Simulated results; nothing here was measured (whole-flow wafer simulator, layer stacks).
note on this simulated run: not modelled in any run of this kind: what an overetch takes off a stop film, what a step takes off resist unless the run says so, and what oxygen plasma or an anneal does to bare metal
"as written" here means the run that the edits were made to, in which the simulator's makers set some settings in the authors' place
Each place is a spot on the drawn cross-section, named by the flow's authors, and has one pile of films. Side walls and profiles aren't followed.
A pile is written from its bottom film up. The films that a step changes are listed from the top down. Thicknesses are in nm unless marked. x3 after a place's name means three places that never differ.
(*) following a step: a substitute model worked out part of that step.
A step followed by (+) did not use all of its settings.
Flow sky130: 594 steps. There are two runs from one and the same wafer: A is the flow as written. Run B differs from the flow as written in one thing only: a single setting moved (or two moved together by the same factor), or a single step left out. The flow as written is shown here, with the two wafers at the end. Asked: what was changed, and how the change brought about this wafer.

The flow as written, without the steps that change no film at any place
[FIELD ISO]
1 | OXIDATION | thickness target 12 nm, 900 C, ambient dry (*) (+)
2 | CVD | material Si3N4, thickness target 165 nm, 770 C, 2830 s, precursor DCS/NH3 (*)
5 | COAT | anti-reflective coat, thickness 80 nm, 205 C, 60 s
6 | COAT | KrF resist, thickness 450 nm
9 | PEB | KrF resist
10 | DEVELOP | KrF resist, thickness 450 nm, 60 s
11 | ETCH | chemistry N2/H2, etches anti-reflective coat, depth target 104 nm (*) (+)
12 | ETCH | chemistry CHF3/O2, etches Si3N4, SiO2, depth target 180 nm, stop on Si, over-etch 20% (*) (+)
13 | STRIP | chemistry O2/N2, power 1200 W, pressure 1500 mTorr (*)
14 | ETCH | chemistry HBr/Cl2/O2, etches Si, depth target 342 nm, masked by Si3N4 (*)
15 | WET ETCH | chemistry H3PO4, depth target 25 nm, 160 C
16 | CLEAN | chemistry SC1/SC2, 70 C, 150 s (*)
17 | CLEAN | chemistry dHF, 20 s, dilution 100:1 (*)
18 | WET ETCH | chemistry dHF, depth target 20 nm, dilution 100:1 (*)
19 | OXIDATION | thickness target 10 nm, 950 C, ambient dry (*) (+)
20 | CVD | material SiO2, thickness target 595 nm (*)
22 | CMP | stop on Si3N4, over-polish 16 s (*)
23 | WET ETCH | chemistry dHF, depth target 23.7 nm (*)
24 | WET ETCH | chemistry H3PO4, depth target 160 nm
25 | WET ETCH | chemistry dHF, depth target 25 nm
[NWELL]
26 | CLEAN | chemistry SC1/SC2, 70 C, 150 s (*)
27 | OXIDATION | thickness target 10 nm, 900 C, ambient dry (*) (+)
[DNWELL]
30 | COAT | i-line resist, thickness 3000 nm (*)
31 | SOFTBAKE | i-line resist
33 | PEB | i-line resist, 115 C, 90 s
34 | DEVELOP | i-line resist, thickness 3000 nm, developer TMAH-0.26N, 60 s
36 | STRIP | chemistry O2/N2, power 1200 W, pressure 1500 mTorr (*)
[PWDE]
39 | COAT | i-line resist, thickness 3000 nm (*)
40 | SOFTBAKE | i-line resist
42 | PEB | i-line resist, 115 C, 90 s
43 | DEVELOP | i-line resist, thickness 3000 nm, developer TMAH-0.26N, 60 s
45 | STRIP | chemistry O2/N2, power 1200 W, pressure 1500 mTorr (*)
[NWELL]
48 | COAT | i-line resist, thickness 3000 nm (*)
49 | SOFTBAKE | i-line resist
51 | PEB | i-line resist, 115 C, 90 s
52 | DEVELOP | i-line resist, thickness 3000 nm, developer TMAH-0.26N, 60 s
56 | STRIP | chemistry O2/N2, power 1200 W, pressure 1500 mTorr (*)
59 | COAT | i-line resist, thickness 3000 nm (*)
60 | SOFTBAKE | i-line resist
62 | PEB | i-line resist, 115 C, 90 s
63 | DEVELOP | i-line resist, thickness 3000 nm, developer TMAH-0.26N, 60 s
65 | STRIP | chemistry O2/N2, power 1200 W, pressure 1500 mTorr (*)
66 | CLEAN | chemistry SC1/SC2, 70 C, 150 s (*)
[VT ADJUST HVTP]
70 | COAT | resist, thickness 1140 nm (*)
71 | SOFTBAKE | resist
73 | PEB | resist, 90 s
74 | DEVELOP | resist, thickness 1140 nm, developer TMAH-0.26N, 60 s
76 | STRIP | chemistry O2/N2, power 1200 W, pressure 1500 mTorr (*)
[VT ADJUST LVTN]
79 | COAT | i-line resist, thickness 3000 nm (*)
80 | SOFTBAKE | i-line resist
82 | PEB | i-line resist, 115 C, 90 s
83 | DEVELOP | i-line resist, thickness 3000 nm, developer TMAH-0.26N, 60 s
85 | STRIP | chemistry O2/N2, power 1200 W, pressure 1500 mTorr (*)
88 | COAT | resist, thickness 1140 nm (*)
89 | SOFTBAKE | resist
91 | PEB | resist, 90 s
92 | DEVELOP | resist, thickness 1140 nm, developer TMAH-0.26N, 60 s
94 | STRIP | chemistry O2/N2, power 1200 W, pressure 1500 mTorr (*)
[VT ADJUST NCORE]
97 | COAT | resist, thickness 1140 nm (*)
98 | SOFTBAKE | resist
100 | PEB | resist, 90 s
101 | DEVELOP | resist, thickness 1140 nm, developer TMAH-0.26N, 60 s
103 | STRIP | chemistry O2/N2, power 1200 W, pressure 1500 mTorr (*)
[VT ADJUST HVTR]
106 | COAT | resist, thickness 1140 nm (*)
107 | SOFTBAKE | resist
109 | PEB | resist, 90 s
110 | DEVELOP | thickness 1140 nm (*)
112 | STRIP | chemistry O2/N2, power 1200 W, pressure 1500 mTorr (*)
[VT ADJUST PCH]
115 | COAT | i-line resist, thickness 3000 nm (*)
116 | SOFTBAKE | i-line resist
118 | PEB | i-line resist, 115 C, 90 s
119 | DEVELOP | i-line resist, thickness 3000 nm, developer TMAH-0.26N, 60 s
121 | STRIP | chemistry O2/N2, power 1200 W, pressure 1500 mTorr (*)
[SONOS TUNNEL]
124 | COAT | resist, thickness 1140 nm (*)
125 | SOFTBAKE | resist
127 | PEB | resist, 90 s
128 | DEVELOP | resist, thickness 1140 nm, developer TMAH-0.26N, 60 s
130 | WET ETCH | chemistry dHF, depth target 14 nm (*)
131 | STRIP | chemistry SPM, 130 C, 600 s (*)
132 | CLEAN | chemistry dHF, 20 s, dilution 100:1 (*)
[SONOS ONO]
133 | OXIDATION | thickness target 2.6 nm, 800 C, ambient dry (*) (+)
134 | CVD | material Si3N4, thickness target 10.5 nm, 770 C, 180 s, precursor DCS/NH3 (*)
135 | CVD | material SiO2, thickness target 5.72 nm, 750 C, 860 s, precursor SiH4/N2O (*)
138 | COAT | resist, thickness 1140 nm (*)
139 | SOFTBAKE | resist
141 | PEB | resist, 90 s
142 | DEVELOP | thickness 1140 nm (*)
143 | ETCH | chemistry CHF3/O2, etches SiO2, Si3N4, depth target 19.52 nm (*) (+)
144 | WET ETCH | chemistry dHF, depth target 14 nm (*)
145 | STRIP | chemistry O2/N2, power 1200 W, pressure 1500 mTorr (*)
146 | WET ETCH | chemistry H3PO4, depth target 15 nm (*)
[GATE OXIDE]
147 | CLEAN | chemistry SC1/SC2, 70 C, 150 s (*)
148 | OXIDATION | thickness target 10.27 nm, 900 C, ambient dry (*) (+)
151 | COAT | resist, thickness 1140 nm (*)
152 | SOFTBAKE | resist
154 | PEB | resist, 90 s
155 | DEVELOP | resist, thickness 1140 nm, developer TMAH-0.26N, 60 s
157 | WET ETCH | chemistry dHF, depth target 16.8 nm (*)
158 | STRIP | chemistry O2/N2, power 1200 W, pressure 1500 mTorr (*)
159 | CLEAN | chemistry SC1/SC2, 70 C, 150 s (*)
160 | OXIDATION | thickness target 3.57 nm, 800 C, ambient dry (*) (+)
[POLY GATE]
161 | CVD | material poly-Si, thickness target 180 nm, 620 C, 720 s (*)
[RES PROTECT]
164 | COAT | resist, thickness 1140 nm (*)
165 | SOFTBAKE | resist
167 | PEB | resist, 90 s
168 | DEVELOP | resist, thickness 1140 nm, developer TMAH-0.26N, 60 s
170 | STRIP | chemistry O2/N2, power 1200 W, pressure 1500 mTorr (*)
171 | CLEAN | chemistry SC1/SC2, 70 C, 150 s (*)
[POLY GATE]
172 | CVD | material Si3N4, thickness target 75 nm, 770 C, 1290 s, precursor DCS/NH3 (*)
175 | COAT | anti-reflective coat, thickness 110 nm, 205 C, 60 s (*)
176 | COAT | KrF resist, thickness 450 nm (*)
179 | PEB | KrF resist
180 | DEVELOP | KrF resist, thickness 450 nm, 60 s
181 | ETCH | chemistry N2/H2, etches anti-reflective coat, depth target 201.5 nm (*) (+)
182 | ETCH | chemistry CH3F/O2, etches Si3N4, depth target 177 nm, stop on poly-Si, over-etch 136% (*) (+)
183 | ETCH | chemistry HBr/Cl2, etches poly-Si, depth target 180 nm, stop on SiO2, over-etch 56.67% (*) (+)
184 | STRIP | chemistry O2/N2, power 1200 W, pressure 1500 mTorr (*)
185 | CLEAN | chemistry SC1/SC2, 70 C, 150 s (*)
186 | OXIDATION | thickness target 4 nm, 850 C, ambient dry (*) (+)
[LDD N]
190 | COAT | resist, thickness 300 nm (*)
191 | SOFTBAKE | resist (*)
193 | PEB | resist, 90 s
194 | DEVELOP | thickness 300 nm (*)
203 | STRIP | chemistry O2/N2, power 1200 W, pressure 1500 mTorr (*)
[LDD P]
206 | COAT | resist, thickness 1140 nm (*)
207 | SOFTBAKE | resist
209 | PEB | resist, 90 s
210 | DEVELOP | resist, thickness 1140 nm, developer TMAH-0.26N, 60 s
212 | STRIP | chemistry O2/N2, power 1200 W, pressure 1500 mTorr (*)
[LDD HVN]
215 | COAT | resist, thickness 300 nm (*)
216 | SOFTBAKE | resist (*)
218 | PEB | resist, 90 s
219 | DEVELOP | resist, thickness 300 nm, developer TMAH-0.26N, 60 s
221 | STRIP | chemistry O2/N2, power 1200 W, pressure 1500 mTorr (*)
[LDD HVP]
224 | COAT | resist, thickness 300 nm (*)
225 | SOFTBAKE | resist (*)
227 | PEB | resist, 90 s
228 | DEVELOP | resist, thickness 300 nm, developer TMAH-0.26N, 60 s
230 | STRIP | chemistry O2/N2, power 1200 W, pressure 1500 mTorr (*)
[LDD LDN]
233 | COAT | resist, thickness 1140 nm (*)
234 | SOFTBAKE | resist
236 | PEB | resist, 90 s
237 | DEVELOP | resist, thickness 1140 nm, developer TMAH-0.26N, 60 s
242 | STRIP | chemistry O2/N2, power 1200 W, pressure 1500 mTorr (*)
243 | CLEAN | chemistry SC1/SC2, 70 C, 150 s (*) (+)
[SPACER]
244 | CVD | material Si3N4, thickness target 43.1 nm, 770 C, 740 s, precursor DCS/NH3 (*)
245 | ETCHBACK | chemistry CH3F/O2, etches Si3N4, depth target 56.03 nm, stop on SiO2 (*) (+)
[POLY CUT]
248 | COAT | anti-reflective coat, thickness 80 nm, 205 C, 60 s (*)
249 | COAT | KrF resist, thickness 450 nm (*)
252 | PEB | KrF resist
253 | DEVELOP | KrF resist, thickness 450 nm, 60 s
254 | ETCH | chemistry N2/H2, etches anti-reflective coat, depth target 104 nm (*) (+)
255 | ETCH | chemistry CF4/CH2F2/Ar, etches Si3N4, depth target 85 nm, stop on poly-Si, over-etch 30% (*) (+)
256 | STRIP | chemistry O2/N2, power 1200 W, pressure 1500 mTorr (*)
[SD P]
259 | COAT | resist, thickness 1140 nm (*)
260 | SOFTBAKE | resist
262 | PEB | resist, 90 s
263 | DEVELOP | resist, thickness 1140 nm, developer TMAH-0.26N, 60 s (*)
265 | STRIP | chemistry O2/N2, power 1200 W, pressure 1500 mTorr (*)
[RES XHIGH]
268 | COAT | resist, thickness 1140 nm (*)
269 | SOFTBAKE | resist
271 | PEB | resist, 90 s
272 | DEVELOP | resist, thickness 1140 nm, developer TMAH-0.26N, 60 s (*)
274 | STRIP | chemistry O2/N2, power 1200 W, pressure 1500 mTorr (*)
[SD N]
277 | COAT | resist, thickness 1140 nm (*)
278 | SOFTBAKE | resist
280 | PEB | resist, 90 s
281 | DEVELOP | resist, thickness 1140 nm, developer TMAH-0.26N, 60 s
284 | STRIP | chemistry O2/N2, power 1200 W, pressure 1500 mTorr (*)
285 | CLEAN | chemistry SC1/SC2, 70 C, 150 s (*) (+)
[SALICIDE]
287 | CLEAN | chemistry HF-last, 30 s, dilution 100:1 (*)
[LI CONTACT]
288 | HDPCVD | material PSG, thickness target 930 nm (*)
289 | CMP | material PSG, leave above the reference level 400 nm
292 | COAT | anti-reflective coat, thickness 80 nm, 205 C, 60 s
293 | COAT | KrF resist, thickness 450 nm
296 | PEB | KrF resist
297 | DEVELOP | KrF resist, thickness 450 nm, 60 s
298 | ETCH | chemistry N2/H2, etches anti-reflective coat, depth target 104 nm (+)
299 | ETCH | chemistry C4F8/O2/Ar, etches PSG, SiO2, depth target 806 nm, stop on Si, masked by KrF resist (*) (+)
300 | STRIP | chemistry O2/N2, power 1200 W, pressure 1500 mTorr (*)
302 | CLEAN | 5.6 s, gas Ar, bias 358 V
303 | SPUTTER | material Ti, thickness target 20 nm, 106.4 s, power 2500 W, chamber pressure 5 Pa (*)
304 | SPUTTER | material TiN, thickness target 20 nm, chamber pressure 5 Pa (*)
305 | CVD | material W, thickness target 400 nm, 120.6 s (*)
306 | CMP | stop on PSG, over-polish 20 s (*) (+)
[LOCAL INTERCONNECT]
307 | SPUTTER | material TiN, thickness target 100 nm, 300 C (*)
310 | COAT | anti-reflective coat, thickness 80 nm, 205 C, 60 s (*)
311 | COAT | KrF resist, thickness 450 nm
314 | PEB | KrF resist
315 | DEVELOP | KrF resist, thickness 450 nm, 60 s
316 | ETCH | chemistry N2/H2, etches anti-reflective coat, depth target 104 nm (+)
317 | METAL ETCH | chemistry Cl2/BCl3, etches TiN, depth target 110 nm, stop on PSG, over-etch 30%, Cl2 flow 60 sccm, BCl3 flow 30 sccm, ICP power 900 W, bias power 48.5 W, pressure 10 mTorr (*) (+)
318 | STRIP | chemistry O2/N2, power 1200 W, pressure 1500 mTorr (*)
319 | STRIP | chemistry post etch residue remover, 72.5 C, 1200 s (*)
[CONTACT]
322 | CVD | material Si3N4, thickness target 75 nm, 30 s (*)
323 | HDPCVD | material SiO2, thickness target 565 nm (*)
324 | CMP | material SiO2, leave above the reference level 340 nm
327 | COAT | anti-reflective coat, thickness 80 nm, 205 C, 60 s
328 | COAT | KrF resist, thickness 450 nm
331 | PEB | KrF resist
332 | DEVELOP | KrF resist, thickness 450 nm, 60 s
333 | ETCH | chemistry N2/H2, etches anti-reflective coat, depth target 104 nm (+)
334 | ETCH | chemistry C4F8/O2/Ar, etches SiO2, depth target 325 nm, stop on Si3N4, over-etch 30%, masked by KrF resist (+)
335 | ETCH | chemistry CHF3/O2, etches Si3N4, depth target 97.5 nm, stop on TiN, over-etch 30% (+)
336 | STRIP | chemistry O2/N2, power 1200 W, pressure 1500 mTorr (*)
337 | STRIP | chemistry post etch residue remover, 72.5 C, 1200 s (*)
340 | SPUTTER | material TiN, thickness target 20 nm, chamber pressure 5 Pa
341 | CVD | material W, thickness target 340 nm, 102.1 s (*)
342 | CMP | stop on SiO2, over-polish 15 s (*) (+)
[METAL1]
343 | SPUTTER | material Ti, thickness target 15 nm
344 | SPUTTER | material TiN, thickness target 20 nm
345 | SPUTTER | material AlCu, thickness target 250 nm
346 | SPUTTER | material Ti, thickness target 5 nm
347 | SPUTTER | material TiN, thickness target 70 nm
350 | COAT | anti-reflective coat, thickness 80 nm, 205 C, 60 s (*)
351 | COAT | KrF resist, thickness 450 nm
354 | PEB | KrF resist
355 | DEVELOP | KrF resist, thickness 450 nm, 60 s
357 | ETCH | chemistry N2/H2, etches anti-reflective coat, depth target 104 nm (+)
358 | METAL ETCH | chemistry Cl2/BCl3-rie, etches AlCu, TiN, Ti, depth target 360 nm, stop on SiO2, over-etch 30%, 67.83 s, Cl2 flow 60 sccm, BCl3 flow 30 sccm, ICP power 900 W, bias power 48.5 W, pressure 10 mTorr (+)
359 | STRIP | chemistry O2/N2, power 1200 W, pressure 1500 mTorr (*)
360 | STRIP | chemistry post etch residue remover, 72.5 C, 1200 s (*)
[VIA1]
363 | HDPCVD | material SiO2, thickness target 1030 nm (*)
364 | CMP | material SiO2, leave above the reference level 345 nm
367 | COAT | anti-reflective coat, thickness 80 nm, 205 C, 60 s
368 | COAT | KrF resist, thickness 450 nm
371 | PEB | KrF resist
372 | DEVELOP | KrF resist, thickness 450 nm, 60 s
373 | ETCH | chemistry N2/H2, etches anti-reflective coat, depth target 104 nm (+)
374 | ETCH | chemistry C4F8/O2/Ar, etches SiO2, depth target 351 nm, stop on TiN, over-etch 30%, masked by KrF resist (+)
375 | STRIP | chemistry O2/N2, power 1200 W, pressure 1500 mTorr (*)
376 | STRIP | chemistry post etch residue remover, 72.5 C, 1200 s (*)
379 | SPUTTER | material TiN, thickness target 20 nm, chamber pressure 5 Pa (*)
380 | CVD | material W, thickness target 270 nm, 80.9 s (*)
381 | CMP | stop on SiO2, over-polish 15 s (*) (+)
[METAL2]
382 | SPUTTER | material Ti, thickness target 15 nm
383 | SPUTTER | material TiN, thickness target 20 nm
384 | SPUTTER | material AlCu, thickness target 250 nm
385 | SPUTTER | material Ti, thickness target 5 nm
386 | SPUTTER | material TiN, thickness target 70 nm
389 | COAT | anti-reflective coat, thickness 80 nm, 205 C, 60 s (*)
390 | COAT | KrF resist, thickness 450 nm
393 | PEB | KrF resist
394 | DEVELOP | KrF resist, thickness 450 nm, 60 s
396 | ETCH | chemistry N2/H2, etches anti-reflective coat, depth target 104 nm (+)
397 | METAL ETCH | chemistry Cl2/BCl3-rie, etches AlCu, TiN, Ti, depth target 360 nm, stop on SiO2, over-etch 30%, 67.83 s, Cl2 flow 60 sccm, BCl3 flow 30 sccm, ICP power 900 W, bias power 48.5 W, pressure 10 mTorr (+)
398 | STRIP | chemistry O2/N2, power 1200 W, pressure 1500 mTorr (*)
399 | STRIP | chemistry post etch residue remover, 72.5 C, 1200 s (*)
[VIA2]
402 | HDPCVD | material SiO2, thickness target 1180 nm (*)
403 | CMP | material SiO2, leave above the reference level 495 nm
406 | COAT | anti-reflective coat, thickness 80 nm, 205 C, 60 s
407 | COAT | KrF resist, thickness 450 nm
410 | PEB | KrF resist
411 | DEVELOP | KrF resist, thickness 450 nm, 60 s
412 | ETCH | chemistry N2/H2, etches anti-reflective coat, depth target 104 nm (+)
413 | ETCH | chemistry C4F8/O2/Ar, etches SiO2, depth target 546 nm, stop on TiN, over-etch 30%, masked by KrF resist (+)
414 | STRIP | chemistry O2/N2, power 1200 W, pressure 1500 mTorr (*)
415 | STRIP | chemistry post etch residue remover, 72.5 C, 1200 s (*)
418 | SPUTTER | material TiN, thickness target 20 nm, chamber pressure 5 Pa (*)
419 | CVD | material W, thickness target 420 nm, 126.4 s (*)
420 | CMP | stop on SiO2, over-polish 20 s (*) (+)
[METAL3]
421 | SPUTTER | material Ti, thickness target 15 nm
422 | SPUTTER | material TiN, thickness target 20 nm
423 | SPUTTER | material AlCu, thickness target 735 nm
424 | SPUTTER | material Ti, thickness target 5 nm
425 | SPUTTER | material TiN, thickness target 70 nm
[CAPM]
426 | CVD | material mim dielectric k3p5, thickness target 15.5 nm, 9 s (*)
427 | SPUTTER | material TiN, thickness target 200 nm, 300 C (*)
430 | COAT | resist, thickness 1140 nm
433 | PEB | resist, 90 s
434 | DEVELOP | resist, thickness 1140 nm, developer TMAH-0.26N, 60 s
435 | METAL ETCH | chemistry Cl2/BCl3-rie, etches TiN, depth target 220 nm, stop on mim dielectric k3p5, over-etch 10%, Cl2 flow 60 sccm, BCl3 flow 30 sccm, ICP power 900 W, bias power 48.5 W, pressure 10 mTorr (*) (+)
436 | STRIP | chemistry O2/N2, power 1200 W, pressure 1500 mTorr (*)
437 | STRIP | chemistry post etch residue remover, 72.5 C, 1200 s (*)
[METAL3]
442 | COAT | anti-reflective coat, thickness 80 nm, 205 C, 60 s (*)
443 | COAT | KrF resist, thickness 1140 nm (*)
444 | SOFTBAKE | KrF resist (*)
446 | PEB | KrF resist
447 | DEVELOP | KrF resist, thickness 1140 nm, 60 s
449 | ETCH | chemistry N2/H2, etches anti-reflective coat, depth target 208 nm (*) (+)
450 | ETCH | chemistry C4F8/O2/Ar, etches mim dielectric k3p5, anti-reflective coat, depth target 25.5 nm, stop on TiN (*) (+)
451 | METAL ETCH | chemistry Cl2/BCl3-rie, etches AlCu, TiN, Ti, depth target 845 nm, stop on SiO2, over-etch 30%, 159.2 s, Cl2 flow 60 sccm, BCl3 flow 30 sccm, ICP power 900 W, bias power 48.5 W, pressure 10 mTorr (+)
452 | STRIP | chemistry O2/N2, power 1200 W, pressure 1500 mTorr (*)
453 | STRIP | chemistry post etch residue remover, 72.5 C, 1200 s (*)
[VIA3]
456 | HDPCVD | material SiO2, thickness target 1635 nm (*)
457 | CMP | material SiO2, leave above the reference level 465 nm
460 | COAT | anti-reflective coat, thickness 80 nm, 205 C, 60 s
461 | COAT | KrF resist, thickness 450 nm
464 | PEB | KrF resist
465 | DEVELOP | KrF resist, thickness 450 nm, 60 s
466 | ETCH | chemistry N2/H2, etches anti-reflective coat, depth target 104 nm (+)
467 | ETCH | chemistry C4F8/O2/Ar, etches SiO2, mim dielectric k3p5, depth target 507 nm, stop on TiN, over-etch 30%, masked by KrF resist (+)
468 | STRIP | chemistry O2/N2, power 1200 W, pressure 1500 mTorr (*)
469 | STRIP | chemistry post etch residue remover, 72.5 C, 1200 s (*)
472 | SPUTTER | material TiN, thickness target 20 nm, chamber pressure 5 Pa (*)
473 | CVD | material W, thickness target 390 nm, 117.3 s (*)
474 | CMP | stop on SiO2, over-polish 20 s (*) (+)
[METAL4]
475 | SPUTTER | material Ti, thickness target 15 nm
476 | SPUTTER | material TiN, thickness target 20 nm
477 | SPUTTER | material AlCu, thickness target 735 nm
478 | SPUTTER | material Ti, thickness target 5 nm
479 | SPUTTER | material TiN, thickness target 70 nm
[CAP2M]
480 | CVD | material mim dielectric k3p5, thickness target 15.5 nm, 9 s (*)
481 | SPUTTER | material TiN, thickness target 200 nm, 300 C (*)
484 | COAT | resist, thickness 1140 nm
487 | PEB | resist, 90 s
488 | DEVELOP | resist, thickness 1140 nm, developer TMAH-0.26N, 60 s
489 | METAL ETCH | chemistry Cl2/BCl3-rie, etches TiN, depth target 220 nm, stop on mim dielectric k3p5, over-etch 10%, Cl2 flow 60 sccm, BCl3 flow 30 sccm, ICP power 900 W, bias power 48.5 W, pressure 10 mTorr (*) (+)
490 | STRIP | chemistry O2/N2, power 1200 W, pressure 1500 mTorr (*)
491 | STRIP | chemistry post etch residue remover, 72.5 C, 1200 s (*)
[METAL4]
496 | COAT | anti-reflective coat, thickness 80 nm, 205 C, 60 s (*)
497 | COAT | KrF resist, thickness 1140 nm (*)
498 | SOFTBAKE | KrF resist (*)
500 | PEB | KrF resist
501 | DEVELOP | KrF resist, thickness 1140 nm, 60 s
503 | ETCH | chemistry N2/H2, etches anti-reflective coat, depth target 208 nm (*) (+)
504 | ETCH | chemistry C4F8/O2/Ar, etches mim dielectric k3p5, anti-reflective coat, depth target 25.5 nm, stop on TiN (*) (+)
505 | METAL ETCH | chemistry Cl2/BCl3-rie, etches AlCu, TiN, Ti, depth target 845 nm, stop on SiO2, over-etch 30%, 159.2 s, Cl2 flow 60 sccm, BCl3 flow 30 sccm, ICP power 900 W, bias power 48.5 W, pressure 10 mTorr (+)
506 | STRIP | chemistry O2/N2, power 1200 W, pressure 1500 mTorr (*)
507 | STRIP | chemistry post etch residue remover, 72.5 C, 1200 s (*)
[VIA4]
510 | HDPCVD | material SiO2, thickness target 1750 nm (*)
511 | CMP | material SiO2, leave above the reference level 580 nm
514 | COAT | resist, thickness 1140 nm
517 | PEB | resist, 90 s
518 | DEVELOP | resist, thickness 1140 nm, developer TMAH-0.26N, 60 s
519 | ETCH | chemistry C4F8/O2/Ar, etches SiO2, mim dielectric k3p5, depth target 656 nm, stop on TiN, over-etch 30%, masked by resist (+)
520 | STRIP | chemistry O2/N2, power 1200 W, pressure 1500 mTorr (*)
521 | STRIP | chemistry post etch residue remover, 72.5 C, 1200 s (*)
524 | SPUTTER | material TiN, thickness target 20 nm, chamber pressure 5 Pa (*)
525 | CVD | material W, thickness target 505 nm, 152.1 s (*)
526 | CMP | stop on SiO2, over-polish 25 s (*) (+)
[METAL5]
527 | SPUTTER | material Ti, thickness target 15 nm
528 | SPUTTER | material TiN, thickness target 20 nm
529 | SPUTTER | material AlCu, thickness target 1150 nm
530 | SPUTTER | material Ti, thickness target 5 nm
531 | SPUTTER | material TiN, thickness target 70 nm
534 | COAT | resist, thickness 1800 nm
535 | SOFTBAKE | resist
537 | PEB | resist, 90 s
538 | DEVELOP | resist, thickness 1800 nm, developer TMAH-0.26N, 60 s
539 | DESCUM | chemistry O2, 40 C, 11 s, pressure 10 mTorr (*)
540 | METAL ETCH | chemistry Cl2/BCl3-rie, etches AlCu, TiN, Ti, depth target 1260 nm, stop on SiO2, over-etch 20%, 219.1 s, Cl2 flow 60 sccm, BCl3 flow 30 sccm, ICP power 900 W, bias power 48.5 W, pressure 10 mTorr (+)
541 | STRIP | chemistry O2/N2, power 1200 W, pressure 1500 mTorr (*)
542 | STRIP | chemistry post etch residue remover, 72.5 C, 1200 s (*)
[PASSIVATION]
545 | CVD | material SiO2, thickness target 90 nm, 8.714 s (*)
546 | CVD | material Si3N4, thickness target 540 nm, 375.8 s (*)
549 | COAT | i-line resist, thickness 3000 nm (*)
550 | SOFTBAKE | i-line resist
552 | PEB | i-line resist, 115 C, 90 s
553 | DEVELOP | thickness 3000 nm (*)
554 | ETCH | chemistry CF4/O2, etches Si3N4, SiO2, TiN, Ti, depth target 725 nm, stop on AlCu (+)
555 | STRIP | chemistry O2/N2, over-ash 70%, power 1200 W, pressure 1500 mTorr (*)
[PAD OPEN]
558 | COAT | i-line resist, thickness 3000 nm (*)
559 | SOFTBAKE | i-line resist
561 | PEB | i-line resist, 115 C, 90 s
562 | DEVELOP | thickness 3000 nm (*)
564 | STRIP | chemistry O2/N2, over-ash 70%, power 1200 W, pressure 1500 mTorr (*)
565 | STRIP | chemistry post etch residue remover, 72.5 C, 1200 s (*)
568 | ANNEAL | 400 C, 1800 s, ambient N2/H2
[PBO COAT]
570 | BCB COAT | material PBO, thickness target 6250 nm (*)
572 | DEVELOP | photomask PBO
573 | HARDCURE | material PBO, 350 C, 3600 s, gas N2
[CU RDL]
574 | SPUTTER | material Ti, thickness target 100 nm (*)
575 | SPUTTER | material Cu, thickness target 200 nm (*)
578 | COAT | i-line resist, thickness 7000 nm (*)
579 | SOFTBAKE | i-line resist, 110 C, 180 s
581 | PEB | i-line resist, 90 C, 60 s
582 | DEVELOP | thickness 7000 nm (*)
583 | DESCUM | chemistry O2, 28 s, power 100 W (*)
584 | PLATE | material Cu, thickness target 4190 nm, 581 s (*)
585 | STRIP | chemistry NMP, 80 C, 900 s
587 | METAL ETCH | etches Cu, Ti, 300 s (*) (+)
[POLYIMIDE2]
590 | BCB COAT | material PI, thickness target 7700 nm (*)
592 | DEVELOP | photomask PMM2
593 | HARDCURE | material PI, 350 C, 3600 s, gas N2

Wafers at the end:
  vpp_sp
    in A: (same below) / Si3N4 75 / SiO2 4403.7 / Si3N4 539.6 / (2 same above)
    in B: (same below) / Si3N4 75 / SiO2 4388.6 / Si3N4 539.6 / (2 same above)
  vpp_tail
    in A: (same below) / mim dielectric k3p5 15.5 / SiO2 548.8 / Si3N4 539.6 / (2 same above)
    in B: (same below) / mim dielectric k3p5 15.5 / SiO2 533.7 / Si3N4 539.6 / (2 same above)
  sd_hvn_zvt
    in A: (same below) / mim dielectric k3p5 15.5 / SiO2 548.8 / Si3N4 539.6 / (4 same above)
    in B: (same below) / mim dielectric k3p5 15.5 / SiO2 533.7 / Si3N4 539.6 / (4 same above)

Cause: step 540, METAL ETCH: depth target 1386 nm was run, while the flow as written has depth target 1260 nm.

The path from the change to this, step by step:
  540 | METAL ETCH | chemistry Cl2/BCl3-rie, etches AlCu, TiN, Ti, depth target 1260 nm, stop on SiO2, over-etch 20%, 219.1 s, Cl2 flow 60 sccm, BCl3 flow 30 sccm, ICP power 900 W, bias power 48.5 W, pressure 10 mTorr (+)
      field, active, gate and 175 more: A -70 TiN (all of it), -5 Ti (all of it), -1150 AlCu (all of it), -20 TiN (all of it), -15 Ti (all of it), -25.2 SiO2 | B -70 TiN (all of it), -5 Ti (all of it), -1150 AlCu (all of it), -20 TiN (all of it), -15 Ti (all of it), -40.3 SiO2
      n_well, p_well, sd_n and 12 more: A -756 resist | B -831.6 resist
  541 | STRIP | chemistry O2/N2, power 1200 W, pressure 1500 mTorr (*)
      n_well, p_well, sd_n and 9 more: A -926.4 resist (all of it) | B -850.8 resist (all of it)
      m1: A -928.4 resist (all of it) | B -852.8 resist (all of it)
      (also at 2 further places)
  550 | SOFTBAKE | i-line resist
      via_li1: A +14 i-line resist | B +14.6 i-line resist
  559 | SOFTBAKE | i-line resist
      via_li1: A +14 i-line resist | B +14.6 i-line resist
  578 | COAT | i-line resist, thickness 7000 nm (*)
      pad: A +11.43 um i-line resist (new film) | B +11.42 um i-line resist (new film)
  582 | DEVELOP | thickness 7000 nm (*)
      pad: A -11.43 um i-line resist (all of it) | B -11.42 um i-line resist (all of it)
